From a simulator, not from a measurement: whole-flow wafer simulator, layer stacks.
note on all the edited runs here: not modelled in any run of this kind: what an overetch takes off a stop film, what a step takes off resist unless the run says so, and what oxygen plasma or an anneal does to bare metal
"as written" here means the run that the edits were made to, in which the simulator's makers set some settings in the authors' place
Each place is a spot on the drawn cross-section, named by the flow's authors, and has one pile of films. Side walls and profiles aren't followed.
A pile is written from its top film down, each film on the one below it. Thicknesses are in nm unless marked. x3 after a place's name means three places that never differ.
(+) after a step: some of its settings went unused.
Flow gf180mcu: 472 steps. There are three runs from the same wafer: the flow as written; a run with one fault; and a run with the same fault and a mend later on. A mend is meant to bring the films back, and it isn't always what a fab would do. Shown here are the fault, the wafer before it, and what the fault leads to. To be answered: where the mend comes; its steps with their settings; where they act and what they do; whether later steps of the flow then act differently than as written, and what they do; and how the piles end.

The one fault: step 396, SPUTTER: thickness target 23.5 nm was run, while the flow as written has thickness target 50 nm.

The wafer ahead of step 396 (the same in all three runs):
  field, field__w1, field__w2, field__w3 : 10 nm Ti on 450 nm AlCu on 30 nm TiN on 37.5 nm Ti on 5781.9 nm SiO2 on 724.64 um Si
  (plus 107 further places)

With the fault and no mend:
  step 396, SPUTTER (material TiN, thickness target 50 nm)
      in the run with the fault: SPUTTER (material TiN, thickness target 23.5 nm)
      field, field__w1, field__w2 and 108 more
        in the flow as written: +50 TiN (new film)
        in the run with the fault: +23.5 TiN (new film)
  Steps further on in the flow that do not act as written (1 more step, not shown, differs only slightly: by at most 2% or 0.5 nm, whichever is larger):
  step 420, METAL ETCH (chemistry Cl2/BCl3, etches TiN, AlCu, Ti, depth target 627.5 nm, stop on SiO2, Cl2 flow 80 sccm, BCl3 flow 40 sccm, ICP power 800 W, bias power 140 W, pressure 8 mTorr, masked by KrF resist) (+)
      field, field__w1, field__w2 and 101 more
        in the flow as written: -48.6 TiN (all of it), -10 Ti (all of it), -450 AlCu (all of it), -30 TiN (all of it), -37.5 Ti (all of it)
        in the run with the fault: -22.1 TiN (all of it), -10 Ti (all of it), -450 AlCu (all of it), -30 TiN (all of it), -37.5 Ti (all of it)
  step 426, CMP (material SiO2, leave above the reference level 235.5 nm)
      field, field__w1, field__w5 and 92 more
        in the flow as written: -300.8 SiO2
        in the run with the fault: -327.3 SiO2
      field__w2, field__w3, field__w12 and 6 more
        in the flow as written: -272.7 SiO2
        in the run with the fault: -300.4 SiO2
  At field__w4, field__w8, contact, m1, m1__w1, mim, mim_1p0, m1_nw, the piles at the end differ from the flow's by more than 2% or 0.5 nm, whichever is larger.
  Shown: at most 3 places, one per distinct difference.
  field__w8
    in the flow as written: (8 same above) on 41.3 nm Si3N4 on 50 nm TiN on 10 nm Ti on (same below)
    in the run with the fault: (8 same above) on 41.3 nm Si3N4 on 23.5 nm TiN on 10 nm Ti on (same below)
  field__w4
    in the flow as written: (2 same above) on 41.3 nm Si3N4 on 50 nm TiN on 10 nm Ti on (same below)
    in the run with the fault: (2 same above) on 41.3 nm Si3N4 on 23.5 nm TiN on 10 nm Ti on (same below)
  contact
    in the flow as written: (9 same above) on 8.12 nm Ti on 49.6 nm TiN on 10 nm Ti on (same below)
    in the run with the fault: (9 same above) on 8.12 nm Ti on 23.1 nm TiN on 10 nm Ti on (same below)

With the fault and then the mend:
  The mend follows step 396.
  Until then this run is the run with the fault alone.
  step 396a, SPUTTER (material TiN, thickness target 26.5 nm) (the flow's step 396 again, with other settings)
      field, field__w1, field__w2 and 108 more
        +26.5 TiN
  Every later step of the flow that is run acts as written at every place that is followed.
  The piles end the same as the flow's at every place that both follow.
